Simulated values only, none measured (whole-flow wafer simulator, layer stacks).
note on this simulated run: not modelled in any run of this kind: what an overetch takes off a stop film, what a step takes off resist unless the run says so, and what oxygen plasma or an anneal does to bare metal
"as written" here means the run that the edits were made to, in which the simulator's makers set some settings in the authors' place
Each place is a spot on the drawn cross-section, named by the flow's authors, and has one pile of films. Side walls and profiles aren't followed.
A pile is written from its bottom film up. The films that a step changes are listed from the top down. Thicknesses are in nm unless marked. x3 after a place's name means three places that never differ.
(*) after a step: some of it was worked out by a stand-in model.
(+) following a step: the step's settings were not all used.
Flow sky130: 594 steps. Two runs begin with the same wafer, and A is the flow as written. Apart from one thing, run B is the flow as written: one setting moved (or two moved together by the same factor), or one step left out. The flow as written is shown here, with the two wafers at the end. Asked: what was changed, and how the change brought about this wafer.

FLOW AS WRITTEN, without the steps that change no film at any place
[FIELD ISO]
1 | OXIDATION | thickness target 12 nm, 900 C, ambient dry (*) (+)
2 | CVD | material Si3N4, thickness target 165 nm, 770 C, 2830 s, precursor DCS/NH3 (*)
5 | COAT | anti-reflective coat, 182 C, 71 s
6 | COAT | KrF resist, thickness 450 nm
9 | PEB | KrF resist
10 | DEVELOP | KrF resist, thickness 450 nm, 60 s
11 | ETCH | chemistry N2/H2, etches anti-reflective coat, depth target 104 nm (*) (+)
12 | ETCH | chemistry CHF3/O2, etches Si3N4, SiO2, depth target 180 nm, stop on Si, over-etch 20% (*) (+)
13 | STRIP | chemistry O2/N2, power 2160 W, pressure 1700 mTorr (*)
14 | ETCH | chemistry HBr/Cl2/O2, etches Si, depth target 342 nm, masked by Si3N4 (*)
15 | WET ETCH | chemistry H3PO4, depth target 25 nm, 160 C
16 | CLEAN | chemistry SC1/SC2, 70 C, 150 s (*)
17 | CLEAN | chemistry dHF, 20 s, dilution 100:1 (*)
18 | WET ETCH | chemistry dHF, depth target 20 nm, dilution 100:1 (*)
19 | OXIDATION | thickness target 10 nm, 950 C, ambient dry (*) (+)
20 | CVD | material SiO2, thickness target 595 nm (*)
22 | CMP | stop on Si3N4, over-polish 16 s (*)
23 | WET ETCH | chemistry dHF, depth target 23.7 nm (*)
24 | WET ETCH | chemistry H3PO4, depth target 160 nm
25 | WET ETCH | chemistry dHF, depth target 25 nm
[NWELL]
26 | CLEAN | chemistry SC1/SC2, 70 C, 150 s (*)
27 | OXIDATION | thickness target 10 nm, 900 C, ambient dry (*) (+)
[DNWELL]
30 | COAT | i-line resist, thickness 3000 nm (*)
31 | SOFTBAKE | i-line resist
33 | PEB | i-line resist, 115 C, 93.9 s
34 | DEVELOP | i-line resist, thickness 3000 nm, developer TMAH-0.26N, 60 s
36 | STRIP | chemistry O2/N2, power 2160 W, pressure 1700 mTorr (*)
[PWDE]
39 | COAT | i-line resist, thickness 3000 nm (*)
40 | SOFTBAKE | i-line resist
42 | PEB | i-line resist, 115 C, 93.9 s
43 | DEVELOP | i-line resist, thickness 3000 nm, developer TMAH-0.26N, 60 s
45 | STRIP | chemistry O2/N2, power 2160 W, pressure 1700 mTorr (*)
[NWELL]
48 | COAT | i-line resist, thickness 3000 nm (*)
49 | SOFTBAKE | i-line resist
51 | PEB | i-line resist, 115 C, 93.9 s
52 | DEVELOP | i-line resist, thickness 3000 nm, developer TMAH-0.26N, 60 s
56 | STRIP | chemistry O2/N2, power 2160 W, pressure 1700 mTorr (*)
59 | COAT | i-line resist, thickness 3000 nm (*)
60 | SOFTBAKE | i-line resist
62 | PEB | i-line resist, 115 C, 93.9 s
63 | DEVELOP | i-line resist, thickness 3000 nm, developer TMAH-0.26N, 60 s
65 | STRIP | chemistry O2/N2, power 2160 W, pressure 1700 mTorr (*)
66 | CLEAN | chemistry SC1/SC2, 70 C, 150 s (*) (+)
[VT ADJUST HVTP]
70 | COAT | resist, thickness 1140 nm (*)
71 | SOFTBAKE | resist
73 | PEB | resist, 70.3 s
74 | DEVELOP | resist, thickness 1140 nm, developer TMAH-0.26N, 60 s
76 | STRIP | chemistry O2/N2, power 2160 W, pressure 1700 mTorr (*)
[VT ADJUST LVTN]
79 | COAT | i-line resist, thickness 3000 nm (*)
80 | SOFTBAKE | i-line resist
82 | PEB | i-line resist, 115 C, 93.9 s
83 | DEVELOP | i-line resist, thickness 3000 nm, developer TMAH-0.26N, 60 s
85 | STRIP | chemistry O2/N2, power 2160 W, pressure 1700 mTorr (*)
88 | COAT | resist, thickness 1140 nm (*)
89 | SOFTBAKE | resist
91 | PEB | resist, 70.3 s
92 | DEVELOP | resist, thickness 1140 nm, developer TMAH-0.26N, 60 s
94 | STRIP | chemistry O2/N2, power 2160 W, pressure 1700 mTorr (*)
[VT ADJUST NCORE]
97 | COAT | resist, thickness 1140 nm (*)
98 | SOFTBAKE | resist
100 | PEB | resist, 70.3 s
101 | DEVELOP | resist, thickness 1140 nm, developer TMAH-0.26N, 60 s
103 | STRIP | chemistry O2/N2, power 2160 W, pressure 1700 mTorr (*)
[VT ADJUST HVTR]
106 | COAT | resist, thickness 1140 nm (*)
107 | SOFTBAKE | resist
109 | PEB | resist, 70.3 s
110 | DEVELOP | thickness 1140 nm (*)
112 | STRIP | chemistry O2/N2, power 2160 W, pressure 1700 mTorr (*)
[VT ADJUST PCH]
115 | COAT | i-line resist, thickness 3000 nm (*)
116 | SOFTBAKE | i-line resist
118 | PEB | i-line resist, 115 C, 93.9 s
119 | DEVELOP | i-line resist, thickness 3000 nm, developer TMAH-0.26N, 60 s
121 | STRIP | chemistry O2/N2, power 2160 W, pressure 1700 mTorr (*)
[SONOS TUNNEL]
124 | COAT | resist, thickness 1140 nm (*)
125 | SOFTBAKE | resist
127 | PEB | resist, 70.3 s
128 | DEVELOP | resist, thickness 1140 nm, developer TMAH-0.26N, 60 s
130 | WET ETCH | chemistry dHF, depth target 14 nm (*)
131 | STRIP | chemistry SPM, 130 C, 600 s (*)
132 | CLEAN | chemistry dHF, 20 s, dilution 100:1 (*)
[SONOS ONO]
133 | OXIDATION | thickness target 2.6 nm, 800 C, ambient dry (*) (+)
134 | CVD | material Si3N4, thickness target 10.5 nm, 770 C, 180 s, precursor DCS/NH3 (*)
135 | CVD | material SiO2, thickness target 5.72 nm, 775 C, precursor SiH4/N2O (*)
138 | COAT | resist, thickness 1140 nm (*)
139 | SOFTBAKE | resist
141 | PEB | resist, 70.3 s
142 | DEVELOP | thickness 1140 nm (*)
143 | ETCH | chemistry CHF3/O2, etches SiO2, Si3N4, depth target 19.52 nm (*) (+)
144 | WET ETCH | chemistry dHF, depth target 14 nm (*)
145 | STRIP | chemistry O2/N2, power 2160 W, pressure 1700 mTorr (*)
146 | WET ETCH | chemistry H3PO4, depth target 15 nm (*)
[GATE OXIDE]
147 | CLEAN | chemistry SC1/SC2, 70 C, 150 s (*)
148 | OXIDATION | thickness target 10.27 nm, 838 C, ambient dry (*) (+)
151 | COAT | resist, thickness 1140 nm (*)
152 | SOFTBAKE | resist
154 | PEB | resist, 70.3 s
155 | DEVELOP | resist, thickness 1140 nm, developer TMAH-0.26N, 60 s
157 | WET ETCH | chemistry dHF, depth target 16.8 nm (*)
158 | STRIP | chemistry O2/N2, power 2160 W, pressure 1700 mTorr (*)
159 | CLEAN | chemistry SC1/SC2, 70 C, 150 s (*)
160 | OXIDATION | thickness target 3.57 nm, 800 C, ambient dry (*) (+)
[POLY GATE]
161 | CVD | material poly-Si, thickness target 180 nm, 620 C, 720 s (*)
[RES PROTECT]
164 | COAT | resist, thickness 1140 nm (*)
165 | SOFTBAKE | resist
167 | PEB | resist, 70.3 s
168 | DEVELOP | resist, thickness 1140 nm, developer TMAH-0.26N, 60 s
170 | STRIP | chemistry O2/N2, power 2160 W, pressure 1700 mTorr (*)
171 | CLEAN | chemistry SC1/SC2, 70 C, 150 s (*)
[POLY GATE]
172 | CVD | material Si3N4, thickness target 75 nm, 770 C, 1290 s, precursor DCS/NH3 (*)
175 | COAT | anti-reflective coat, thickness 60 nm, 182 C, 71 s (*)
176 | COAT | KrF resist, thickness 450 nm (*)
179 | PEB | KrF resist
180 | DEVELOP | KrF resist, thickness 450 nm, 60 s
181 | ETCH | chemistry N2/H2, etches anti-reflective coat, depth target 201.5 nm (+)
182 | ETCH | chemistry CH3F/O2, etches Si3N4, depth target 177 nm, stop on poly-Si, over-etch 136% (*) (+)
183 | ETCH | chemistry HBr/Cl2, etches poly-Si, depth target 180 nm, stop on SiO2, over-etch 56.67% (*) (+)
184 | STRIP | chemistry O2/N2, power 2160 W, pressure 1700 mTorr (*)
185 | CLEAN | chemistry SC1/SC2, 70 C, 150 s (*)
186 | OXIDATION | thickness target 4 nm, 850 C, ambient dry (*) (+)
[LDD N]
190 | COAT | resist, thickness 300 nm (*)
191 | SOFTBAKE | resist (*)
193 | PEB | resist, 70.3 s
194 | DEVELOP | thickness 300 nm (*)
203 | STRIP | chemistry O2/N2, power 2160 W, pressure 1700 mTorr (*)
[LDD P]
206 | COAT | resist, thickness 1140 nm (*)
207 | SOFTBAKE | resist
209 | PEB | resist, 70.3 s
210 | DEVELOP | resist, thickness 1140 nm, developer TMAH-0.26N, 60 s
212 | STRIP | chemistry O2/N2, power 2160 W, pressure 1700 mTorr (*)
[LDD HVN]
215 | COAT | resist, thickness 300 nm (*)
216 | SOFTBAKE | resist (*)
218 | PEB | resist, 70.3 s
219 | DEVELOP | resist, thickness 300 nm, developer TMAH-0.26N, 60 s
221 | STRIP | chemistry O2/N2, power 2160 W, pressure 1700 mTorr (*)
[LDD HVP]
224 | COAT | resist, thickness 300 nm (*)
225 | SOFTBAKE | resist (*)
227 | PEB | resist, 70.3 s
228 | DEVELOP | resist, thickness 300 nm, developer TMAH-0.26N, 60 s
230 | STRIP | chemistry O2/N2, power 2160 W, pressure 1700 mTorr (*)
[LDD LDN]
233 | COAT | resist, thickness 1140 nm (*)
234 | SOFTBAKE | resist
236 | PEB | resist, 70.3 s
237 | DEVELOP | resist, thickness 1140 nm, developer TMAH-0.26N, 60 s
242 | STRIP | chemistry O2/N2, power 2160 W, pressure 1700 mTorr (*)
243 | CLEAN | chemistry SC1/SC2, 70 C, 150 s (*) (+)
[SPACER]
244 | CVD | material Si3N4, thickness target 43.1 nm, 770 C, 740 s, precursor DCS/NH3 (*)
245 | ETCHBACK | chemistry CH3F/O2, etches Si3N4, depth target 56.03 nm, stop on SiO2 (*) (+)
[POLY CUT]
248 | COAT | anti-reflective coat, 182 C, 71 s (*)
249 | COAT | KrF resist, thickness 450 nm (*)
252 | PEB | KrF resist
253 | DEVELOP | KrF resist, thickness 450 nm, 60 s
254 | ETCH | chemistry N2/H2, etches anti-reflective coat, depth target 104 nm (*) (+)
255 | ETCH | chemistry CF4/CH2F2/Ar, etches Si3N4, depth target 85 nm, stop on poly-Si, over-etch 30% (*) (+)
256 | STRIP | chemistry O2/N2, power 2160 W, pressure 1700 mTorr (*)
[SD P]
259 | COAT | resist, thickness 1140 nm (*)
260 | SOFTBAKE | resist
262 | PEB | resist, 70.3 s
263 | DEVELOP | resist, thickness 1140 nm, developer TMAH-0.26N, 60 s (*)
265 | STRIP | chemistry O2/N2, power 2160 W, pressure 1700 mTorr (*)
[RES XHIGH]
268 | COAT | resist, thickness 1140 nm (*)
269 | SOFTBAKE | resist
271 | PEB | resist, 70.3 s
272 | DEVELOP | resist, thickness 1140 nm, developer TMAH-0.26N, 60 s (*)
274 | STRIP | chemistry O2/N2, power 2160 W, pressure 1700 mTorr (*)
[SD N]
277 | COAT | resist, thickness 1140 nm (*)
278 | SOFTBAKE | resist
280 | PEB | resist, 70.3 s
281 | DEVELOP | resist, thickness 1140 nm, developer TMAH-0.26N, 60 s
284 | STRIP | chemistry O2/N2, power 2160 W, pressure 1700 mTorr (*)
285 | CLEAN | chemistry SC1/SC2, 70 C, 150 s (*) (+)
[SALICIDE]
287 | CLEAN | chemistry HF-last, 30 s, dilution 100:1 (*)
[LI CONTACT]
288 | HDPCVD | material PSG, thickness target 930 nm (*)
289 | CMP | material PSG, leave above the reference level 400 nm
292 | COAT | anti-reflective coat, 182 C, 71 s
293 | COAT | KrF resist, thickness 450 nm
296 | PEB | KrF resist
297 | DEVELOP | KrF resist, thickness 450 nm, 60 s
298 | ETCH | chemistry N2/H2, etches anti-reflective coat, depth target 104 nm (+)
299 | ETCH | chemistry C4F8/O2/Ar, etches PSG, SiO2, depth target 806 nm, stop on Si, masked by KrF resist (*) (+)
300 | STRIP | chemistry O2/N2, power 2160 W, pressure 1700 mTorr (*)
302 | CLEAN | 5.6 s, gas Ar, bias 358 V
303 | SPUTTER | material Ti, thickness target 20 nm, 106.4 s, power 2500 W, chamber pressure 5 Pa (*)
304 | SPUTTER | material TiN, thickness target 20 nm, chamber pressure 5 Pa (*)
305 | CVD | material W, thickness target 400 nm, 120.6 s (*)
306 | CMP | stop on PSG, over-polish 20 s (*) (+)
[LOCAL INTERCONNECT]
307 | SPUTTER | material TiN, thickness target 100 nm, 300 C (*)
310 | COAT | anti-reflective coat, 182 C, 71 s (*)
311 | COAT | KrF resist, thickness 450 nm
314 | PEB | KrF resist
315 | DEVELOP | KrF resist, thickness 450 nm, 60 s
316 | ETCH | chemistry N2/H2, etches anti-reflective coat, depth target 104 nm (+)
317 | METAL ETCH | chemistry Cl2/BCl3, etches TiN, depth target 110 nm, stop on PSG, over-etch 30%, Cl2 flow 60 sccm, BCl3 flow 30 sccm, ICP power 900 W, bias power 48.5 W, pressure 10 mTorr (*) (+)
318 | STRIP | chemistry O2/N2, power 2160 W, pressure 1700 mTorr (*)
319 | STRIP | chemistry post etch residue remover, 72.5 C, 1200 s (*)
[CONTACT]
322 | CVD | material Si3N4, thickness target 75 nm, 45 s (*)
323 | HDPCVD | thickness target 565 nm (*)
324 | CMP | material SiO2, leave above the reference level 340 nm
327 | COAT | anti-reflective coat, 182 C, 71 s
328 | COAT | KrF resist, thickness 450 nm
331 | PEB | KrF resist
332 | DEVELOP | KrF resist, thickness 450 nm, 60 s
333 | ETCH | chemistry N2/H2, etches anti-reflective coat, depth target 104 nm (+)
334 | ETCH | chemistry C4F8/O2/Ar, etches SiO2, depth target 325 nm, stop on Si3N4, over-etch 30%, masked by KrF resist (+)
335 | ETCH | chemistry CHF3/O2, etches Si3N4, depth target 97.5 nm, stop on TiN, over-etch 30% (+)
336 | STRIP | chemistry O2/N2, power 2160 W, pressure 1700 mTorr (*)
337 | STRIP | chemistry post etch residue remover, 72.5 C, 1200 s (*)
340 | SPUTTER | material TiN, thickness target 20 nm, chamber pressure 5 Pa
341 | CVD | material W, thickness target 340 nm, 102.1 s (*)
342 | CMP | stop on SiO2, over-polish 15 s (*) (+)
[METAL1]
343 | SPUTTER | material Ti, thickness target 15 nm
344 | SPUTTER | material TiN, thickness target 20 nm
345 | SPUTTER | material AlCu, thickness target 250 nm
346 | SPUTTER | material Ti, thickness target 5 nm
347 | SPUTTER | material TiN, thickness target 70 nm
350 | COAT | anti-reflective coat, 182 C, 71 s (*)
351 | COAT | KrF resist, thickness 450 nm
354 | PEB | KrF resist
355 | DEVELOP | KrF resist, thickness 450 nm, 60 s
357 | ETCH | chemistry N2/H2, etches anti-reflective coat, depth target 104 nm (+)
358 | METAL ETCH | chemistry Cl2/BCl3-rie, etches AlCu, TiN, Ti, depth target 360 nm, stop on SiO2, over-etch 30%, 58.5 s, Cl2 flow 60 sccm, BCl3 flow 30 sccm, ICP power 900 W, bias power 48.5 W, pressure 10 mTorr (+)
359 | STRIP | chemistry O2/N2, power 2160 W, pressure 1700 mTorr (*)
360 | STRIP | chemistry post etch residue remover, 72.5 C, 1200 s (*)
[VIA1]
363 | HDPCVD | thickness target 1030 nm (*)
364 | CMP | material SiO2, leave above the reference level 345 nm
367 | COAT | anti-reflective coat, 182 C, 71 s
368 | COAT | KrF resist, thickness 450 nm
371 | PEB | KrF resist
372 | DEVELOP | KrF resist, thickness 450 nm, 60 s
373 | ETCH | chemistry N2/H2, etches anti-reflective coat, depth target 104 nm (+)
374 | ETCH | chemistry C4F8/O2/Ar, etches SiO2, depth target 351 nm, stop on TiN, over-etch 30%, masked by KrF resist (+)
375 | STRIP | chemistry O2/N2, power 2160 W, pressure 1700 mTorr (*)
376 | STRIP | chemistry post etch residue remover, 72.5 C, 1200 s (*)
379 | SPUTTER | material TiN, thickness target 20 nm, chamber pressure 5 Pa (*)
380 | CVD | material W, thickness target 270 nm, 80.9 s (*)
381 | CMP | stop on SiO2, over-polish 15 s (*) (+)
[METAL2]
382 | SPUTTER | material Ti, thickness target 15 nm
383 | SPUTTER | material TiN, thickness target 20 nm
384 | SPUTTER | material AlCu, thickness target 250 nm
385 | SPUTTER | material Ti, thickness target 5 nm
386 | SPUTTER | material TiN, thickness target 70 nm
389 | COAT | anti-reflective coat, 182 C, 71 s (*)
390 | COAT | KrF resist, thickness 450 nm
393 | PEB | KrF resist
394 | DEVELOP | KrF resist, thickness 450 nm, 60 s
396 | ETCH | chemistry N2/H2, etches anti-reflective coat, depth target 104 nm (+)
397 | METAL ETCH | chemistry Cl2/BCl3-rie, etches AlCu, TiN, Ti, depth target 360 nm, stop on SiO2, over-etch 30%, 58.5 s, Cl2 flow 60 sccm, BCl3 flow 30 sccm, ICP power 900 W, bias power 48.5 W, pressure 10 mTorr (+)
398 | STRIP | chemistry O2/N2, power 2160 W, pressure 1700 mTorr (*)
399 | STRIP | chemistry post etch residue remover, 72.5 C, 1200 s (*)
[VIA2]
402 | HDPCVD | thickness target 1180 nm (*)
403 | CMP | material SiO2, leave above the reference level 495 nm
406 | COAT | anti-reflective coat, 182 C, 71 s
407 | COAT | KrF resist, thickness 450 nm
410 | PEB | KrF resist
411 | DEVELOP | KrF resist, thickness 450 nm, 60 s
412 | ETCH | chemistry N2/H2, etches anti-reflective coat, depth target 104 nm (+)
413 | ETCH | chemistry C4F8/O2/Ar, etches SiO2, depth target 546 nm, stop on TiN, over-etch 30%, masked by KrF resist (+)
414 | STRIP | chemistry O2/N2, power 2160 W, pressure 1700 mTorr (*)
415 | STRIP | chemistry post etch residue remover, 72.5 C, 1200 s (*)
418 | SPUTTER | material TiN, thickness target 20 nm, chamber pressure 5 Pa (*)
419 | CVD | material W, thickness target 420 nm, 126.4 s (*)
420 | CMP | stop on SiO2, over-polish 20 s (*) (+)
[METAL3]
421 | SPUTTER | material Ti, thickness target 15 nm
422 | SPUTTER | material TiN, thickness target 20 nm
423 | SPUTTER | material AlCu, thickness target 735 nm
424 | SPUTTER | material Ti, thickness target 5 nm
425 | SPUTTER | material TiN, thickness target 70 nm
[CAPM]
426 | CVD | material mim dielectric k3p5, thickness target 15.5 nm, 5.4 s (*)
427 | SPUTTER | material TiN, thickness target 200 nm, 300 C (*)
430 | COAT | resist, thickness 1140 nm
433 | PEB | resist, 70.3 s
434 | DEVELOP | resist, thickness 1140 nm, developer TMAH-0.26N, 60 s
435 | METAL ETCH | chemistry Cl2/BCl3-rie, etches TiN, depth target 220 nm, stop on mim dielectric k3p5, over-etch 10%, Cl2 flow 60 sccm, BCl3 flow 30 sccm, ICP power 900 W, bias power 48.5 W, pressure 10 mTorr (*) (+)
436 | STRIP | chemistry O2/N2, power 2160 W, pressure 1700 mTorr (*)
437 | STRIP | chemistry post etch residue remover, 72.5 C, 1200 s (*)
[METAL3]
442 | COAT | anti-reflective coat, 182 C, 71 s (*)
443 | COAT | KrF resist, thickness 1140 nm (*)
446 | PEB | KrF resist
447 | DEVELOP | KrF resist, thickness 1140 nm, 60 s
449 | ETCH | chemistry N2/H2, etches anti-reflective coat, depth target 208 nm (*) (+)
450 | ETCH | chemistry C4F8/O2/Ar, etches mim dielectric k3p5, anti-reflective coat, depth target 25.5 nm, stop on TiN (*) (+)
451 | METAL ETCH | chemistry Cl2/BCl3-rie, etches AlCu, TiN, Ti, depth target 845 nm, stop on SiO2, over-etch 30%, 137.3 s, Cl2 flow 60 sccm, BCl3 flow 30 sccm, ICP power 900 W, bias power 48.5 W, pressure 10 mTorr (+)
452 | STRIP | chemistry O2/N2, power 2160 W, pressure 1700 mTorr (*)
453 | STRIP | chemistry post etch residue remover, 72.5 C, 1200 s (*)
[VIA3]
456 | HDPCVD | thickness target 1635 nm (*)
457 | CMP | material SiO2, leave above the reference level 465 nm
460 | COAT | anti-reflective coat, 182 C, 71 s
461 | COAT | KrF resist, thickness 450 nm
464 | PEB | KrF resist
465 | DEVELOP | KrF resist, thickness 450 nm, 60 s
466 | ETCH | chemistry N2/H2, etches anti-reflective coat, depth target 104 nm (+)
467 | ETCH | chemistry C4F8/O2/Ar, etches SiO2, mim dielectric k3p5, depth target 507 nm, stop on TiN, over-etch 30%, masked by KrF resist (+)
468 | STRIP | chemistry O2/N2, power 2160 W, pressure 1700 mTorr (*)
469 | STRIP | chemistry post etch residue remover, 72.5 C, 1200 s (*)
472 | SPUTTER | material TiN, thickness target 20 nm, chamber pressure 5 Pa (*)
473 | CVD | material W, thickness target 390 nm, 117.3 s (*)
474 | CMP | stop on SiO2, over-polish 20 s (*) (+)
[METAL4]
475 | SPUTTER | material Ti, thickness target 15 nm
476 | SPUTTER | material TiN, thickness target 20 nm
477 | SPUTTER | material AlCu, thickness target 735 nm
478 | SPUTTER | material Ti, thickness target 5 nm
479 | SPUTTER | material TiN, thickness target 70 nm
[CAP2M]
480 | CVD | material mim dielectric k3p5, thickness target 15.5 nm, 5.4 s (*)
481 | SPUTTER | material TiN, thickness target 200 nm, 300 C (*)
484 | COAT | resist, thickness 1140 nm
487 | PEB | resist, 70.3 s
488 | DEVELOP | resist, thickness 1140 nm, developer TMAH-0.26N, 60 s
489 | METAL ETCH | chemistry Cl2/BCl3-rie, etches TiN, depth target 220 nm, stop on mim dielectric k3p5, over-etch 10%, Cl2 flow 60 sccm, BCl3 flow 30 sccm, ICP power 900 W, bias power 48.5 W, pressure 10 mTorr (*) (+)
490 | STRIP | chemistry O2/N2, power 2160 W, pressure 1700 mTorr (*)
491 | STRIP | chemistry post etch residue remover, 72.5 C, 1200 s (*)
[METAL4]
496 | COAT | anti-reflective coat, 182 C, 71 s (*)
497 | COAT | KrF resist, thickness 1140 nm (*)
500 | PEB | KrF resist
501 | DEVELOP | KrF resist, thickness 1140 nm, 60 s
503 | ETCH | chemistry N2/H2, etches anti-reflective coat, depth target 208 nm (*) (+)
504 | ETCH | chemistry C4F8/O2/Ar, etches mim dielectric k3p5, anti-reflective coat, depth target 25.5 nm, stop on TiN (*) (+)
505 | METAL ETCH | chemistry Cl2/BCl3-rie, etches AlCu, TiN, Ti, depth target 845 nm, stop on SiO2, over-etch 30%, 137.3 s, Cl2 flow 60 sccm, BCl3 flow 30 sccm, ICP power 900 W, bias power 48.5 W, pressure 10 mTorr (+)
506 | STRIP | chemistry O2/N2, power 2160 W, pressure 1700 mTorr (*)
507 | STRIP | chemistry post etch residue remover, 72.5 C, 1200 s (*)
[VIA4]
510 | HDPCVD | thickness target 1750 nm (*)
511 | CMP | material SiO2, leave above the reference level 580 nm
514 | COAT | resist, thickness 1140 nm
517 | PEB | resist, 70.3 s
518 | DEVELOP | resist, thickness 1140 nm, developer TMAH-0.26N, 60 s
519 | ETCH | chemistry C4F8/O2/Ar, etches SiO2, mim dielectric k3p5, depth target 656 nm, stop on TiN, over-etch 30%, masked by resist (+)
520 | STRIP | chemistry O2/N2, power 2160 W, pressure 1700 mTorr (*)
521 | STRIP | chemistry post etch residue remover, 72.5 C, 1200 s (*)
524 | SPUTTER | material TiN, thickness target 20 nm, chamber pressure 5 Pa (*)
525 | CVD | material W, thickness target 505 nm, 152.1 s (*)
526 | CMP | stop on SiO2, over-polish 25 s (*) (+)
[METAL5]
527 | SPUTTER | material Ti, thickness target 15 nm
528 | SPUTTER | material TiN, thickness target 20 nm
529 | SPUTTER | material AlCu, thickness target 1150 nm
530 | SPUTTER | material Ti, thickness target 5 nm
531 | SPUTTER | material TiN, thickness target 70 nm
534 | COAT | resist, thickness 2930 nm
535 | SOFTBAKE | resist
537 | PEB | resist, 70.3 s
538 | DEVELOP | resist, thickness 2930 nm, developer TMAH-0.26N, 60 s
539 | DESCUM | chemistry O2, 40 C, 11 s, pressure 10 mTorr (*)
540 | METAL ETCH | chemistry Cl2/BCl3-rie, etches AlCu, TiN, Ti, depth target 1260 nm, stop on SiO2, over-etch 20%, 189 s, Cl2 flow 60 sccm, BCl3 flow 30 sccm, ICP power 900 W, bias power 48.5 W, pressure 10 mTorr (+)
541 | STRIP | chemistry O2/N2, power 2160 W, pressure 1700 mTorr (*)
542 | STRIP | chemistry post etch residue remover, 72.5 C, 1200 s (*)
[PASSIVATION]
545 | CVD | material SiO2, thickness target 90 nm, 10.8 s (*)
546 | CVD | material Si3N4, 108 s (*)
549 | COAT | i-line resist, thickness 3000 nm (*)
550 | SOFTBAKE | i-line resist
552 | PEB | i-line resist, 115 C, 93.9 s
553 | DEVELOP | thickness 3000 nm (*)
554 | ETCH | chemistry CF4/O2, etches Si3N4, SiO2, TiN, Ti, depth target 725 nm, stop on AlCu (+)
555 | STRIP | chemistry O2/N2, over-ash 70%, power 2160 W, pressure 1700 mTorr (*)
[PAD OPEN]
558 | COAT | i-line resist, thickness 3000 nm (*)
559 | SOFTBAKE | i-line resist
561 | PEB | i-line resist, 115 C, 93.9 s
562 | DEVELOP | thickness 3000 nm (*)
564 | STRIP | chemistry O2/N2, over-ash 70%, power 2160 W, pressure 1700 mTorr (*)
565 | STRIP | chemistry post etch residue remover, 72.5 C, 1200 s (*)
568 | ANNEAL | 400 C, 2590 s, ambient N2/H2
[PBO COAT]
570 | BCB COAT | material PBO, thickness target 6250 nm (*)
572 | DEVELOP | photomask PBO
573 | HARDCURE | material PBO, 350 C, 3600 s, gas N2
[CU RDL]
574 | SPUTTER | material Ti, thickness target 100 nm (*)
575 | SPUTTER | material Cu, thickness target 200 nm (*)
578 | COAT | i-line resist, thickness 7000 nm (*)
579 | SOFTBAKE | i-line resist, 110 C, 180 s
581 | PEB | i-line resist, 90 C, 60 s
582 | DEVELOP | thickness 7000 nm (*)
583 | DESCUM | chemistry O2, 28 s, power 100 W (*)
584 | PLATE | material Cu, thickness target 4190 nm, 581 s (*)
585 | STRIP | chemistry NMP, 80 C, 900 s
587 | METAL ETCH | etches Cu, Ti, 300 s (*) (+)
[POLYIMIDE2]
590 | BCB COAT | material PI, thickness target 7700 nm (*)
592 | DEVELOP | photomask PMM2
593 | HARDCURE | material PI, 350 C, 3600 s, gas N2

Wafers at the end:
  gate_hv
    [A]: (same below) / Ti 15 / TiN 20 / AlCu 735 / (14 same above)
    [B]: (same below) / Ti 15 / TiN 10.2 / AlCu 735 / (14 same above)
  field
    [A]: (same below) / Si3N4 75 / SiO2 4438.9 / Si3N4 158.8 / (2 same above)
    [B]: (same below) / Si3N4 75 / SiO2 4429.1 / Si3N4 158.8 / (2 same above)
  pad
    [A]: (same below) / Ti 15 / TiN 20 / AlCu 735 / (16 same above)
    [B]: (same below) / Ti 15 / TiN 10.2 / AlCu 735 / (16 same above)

The reason: step 422, SPUTTER: thickness target 10.2 nm was run, whereas the flow has thickness target 20 nm.
One can read it off the wafer: gate_hv has TiN 10.2, and step 422 as written asks for 20 nm.

How this came from the change, step by step:
  422 | SPUTTER | material TiN, thickness target 20 nm
      field, active, n_well and 188 more: A TiN gains 20 (new film) | B TiN gains 10.2 (new film)
  451 | METAL ETCH | chemistry Cl2/BCl3-rie, etches AlCu, TiN, Ti, depth target 845 nm, stop on SiO2, over-etch 30%, 137.3 s, Cl2 flow 60 sccm, BCl3 flow 30 sccm, ICP power 900 W, bias power 48.5 W, pressure 10 mTorr (+)
      field, gate, spacer and 68 more: A TiN loses 70 (all of it), Ti loses 5 (all of it), AlCu loses 735 (all of it), TiN loses 20 (all of it), Ti loses 15 (all of it), SiO2 loses 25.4 | B TiN loses 70 (all of it), Ti loses 5 (all of it), AlCu loses 735 (all of it), TiN loses 10.2 (all of it), Ti loses 15 (all of it), SiO2 loses 26.3
      active, vpp_ln, vpp_iso2 and 11 more: A TiN loses 70 (all of it), Ti loses 5 (all of it), AlCu loses 735 (all of it), TiN loses 20 (all of it), Ti loses 15 (all of it), SiO2 loses 25.3 | B TiN loses 70 (all of it), Ti loses 5 (all of it), AlCu loses 735 (all of it), TiN loses 10.2 (all of it), Ti loses 15 (all of it), SiO2 loses 26.3
  457 | CMP | material SiO2, leave above the reference level 465 nm
      field, active, gate and 82 more: A SiO2 loses 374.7 | B SiO2 loses 383.5
